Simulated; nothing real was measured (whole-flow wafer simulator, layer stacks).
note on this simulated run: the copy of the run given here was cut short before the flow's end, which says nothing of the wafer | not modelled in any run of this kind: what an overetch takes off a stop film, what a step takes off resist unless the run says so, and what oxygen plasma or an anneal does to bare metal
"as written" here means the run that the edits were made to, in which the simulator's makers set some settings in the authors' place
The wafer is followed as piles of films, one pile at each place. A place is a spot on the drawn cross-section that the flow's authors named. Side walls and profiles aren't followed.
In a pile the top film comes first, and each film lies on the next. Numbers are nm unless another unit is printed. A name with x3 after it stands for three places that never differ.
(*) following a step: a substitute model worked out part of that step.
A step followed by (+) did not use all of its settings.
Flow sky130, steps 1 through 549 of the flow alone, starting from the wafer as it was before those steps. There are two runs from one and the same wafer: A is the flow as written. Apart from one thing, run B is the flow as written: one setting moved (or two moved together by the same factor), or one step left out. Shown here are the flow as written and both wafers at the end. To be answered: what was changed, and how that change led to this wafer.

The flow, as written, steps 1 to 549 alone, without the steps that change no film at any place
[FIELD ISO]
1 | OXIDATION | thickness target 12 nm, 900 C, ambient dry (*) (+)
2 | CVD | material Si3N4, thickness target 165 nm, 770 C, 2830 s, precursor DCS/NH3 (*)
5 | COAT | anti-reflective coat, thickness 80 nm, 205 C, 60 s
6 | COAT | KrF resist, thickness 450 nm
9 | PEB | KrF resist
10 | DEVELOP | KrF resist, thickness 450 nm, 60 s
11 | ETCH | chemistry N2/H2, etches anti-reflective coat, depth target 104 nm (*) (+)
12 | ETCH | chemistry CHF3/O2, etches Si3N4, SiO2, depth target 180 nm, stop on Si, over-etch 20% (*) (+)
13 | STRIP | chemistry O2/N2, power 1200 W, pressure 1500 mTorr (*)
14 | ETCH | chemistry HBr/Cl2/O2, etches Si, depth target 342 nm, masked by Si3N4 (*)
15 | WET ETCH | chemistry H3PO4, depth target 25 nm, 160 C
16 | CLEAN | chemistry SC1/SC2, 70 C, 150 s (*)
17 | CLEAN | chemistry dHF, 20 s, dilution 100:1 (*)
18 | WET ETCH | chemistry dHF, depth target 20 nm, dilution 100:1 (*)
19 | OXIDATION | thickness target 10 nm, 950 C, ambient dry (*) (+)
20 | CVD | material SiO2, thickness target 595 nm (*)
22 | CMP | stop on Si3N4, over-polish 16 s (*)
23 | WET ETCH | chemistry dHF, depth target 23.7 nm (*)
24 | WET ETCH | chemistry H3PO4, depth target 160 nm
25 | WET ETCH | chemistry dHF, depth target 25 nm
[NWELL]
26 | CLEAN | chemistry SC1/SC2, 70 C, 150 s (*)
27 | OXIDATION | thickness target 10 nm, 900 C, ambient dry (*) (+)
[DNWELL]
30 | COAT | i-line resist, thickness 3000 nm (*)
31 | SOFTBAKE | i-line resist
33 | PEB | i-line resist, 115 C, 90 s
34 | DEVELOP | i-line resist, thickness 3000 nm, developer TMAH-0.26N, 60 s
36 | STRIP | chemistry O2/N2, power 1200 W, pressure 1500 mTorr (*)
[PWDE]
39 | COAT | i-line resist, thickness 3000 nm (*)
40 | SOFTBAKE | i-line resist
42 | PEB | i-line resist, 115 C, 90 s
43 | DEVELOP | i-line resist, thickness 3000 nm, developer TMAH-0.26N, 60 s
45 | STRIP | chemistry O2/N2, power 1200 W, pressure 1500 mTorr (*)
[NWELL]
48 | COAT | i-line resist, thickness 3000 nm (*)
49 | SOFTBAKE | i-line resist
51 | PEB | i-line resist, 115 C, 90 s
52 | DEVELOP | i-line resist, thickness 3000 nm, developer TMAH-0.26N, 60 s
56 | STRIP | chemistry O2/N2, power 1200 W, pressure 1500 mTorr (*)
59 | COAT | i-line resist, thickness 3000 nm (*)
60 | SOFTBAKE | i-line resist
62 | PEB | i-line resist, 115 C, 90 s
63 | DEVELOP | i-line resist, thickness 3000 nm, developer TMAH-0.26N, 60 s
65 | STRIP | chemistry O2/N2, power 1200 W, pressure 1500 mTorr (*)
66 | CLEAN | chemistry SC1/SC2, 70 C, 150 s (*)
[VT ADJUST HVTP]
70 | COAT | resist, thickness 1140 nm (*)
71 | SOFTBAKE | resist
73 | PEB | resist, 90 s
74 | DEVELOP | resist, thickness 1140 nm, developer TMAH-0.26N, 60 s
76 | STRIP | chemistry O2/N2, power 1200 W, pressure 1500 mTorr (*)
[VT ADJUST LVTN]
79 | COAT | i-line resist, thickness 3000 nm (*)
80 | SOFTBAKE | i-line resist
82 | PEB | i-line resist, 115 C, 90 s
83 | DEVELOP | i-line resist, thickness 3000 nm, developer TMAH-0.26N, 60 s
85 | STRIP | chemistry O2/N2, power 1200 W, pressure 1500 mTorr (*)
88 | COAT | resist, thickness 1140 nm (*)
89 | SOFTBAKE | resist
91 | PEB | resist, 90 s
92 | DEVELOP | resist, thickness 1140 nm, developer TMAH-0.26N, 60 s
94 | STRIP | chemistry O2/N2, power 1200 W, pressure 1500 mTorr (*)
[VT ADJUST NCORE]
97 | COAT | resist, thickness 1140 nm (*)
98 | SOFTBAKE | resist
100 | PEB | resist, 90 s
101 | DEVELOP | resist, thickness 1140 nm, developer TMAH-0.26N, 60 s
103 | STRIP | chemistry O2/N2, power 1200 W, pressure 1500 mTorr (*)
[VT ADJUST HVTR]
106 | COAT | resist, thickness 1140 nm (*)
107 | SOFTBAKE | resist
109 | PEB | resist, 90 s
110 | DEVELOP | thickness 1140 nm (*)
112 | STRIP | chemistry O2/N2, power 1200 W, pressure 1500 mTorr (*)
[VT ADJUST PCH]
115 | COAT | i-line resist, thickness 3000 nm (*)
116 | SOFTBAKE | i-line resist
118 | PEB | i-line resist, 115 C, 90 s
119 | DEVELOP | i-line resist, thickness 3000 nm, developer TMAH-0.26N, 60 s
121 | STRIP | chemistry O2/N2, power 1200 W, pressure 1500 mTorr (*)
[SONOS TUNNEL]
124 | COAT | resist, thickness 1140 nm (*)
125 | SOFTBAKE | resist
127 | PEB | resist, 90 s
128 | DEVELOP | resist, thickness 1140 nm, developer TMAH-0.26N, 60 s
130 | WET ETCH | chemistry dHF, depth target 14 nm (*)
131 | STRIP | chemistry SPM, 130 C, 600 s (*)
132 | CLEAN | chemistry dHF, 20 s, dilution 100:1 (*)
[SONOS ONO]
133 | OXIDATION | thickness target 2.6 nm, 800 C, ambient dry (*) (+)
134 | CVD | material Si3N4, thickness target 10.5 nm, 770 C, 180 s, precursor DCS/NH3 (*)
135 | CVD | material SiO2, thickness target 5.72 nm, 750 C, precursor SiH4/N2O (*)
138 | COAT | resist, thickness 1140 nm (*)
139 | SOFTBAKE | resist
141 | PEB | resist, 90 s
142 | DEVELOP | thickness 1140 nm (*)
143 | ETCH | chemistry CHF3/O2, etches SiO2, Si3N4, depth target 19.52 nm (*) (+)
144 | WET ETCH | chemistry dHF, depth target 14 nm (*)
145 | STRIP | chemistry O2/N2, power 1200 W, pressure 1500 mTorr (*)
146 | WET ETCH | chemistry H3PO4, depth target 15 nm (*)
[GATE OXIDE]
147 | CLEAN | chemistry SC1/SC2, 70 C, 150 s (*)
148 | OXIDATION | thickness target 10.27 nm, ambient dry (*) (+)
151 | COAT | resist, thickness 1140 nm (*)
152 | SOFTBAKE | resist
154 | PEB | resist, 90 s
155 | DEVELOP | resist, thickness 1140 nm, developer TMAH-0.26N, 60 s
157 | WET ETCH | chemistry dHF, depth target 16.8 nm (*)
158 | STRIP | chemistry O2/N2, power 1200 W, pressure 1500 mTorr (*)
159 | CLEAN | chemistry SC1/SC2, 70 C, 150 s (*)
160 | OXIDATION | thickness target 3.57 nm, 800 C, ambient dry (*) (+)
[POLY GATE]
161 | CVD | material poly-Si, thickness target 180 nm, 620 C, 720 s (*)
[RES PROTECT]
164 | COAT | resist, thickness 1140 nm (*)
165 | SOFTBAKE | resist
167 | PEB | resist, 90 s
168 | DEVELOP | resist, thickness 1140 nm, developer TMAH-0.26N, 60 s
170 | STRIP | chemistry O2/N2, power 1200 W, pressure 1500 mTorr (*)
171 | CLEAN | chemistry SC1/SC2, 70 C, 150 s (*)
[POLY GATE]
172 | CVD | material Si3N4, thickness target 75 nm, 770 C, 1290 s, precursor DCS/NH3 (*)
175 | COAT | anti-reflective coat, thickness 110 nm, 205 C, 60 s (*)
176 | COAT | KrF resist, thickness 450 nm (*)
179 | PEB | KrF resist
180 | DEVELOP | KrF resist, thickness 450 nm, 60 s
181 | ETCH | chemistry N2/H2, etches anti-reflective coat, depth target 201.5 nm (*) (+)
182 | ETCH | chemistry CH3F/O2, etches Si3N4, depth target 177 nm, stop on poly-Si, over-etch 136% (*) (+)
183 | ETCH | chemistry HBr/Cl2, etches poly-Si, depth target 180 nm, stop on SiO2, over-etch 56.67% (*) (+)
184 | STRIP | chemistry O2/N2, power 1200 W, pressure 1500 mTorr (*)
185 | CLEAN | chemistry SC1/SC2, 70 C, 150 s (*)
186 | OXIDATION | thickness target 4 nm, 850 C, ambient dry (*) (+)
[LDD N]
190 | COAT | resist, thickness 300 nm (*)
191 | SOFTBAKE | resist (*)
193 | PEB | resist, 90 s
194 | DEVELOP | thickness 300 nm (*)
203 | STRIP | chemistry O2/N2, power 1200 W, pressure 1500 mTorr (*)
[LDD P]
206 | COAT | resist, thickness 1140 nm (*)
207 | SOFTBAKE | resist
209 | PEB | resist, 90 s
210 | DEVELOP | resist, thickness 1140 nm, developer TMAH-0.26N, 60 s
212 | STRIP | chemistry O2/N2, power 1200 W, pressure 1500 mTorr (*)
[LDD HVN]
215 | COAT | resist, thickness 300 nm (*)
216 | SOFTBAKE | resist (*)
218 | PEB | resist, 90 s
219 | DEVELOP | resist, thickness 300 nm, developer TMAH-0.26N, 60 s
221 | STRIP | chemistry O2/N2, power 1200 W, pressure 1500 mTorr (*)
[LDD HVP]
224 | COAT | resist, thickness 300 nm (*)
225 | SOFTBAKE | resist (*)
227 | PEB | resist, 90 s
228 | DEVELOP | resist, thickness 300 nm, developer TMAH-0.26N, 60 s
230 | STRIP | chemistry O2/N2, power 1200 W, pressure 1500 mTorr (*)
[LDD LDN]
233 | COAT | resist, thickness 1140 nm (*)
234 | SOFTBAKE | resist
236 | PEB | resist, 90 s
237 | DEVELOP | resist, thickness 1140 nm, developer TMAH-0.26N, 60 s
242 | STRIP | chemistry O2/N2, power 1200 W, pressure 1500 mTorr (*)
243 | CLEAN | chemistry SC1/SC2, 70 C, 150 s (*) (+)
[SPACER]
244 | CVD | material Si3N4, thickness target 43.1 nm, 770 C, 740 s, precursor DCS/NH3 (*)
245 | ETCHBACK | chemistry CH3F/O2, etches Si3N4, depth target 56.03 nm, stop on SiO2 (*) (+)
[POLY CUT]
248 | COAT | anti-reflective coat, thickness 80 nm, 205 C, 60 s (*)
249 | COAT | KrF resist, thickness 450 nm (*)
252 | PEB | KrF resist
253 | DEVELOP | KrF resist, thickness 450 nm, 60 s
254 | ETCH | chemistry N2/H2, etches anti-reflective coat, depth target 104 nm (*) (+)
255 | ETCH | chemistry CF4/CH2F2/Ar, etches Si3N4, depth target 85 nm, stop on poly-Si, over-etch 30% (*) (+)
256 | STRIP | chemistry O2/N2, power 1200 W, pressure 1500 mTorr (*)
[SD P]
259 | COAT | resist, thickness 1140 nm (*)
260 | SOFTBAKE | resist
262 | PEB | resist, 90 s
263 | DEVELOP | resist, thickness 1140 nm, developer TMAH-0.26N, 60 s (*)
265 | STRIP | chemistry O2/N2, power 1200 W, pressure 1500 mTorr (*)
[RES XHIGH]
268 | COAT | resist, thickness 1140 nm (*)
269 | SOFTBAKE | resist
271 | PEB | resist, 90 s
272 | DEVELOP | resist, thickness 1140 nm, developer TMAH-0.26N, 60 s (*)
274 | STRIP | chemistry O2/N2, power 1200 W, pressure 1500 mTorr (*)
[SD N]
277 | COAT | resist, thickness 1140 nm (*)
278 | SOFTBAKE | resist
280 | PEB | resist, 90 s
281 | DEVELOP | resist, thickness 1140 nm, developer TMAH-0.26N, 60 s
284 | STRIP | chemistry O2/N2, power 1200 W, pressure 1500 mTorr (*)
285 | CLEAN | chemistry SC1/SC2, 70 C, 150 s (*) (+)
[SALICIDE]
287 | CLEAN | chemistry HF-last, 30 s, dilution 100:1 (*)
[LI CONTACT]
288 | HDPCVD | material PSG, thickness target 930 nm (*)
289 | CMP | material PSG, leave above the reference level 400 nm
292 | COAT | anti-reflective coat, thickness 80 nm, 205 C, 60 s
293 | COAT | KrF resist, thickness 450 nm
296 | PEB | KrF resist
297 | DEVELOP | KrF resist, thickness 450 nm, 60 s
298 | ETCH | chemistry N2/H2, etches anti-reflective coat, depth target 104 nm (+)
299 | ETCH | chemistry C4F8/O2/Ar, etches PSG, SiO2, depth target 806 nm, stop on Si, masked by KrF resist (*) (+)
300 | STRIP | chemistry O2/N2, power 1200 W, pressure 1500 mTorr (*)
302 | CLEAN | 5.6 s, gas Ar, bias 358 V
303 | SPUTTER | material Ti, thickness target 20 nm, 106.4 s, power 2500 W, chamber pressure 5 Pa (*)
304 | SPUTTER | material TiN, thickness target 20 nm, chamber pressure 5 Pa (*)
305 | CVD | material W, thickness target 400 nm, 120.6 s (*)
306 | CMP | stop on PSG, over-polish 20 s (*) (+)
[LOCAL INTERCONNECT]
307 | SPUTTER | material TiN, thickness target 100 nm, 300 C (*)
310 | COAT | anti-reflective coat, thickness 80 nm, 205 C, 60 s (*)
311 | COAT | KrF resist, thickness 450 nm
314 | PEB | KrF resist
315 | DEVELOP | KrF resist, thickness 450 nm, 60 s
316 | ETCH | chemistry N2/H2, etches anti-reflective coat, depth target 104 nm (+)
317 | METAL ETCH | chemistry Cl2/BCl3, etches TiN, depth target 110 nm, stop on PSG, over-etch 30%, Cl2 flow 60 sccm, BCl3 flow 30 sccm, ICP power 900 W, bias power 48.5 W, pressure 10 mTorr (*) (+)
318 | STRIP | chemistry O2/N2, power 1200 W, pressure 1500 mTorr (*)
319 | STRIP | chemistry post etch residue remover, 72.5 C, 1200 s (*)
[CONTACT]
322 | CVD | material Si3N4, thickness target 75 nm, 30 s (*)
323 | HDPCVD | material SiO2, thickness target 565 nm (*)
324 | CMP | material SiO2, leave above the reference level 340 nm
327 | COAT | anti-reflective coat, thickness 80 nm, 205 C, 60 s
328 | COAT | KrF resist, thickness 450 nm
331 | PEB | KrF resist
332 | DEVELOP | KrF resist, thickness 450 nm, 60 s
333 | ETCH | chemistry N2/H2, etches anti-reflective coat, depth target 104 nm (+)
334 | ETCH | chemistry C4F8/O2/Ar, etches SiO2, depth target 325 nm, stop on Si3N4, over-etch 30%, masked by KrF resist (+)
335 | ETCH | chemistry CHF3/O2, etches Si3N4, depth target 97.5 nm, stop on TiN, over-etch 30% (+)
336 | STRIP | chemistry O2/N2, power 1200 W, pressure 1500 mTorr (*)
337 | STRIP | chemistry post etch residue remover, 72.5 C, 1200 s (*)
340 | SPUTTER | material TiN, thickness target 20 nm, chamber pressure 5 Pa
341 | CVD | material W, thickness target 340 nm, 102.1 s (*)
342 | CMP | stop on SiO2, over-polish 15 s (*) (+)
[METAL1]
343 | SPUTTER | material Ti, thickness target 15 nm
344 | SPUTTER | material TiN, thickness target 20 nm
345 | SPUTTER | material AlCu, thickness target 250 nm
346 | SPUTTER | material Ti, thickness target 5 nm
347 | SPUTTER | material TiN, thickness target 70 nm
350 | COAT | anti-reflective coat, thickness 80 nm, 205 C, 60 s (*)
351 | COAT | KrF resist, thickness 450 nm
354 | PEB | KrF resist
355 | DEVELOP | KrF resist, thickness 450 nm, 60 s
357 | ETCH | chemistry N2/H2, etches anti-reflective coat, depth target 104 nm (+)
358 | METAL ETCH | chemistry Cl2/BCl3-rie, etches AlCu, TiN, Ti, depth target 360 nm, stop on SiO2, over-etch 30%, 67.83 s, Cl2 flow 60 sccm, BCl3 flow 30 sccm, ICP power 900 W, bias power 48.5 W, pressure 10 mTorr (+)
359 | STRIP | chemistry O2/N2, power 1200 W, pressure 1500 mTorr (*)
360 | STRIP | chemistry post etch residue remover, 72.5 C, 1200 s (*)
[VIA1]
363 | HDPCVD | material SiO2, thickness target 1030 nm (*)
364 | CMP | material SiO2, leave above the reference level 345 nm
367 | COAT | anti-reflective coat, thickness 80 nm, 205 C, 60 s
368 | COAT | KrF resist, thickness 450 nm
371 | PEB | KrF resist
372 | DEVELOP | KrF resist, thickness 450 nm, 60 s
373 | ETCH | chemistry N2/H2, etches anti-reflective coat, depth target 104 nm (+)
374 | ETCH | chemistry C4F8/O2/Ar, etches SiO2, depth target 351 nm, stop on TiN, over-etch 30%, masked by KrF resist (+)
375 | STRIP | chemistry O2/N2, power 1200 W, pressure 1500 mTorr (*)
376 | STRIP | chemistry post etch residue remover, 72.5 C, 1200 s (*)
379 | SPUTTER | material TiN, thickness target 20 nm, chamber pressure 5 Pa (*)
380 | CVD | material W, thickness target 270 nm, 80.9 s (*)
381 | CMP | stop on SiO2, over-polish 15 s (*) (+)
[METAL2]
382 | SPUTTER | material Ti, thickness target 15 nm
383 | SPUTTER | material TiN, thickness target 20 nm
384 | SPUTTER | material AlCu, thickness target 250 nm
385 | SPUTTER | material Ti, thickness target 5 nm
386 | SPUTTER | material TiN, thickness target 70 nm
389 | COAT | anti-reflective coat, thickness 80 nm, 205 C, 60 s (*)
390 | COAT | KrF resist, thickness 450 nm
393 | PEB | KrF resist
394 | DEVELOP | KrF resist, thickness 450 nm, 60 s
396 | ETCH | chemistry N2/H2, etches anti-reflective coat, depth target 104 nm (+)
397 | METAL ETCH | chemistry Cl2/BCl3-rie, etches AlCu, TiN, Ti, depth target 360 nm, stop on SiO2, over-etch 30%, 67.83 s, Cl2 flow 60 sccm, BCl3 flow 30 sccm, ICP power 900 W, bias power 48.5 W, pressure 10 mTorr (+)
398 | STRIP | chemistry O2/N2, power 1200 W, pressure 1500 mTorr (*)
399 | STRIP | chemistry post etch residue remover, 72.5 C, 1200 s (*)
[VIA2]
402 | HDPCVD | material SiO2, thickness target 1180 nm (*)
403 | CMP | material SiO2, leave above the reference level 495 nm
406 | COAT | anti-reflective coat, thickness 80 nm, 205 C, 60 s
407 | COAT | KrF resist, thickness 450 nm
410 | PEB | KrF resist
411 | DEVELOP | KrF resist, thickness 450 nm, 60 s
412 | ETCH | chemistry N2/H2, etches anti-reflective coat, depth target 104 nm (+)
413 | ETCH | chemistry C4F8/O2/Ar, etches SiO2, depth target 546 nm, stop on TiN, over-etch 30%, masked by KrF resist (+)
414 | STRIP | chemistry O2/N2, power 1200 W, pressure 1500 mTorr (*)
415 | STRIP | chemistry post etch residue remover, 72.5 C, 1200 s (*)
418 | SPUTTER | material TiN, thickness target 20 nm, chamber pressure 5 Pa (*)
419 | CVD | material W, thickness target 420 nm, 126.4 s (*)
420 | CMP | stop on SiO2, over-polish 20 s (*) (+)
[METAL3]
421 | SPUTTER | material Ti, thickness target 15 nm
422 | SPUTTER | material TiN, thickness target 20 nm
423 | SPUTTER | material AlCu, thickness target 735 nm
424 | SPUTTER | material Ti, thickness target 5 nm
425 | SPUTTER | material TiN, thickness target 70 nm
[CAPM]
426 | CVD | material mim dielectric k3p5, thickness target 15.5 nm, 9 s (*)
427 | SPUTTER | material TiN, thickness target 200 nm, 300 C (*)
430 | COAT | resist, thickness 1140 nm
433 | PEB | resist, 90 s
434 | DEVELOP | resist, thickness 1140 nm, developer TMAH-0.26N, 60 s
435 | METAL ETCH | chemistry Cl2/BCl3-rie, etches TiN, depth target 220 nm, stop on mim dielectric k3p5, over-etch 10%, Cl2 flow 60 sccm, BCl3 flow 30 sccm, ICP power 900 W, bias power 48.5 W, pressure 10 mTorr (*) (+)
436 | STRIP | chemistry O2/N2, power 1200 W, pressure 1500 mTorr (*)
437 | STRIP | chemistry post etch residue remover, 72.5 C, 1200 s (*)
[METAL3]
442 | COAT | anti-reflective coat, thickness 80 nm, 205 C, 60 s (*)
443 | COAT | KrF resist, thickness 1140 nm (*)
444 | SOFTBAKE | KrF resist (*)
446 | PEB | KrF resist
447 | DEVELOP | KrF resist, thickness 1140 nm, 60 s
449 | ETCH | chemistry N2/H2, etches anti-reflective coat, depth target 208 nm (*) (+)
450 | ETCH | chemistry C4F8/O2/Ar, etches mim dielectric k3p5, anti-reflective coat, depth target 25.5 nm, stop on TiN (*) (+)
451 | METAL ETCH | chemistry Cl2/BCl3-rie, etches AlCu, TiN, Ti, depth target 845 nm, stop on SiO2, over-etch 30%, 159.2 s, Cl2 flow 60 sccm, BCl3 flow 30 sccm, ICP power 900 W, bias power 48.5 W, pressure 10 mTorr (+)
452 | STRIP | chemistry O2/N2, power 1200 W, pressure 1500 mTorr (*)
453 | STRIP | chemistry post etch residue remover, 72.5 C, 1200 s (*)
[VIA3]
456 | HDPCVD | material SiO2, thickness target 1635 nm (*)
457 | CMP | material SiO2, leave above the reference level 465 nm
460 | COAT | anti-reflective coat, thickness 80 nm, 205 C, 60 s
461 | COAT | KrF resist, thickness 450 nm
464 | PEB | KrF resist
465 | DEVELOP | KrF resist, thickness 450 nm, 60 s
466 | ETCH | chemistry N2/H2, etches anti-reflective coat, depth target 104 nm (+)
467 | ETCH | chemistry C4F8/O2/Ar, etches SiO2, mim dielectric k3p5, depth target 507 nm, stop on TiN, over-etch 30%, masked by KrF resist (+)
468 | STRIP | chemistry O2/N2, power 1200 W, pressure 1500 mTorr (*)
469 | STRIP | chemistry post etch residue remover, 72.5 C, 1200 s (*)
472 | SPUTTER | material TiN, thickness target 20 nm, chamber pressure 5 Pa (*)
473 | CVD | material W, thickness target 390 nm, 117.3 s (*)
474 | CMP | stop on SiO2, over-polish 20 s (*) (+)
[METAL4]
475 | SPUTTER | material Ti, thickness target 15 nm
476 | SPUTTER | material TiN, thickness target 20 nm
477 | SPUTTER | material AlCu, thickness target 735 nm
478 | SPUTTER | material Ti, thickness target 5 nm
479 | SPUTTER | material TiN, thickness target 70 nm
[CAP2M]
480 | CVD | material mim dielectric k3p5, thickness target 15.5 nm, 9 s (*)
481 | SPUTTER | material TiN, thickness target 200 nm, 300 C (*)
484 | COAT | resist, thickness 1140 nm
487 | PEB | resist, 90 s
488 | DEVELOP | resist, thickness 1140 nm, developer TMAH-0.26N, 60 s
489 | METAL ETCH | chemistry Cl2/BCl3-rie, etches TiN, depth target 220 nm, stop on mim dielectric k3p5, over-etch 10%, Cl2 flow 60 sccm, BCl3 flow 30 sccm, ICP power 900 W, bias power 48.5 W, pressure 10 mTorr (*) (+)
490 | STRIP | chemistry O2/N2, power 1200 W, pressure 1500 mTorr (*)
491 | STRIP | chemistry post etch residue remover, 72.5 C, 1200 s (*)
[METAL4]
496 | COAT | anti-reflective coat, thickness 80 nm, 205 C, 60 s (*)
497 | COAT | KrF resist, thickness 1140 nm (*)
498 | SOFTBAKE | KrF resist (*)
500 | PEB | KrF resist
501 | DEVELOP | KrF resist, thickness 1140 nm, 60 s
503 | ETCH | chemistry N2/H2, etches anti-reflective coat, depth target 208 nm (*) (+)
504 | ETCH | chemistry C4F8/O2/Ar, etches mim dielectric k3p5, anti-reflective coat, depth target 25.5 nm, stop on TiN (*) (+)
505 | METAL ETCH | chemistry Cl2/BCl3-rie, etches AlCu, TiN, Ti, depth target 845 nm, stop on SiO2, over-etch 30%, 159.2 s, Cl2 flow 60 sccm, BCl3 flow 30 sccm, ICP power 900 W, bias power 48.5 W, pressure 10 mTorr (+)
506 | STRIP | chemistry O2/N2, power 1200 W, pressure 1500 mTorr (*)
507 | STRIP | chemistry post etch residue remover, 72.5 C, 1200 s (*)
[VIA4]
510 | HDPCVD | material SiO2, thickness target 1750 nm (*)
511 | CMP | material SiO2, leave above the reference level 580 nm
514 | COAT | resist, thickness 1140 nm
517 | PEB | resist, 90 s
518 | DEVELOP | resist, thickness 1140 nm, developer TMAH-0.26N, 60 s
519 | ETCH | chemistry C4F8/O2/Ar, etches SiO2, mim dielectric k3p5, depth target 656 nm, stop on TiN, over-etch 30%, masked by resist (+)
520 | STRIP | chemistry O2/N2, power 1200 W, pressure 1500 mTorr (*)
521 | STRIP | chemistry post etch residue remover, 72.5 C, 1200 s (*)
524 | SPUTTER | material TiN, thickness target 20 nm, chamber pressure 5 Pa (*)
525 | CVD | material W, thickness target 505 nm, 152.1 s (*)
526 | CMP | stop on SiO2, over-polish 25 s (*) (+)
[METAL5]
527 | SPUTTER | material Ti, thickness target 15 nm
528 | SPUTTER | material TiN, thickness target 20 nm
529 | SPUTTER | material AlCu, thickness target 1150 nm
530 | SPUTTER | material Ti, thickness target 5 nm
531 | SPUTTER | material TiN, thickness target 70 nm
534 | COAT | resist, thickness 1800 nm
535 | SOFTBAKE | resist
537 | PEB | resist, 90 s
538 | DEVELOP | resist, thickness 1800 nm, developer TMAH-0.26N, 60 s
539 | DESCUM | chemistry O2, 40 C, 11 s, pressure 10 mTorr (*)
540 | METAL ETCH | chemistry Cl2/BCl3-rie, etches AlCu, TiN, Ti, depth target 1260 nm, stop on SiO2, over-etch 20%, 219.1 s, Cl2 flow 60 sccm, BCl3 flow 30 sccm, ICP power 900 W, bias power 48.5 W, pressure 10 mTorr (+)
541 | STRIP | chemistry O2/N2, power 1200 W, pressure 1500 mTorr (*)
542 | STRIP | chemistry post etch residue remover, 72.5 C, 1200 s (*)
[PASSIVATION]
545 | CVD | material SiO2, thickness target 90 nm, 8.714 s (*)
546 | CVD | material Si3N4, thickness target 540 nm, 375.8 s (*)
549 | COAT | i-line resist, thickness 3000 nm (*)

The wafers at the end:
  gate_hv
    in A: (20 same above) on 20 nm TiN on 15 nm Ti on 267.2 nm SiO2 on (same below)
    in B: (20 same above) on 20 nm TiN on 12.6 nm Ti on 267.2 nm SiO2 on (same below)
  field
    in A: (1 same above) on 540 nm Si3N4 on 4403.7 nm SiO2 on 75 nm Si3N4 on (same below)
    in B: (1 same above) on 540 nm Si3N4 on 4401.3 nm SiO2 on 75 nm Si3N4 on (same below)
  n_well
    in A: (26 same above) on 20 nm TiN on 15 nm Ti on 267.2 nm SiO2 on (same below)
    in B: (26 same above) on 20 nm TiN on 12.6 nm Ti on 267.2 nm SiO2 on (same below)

What caused this: step 382, SPUTTER: thickness target 12.6 nm was run, whereas the flow has thickness target 15 nm.
The wafer itself shows it: gate_hv has Ti 12.6, and step 382 as written asks for 15 nm.

How this came from the change, step by step:
  382 | SPUTTER | material Ti, thickness target 15 nm
      field, active, n_well and 188 more: A +15 Ti (new film) | B +12.6 Ti (new film)
  397 | METAL ETCH | chemistry Cl2/BCl3-rie, etches AlCu, TiN, Ti, depth target 360 nm, stop on SiO2, over-etch 30%, 67.83 s, Cl2 flow 60 sccm, BCl3 flow 30 sccm, ICP power 900 W, bias power 48.5 W, pressure 10 mTorr (+)
      field, active, gate and 82 more: A -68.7 TiN (all of it), -5 Ti (all of it), -250 AlCu (all of it), -20 TiN (all of it), -15 Ti (all of it), -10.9 SiO2 | B -68.7 TiN (all of it), -5 Ti (all of it), -250 AlCu (all of it), -20 TiN (all of it), -12.6 Ti (all of it), -11.2 SiO2
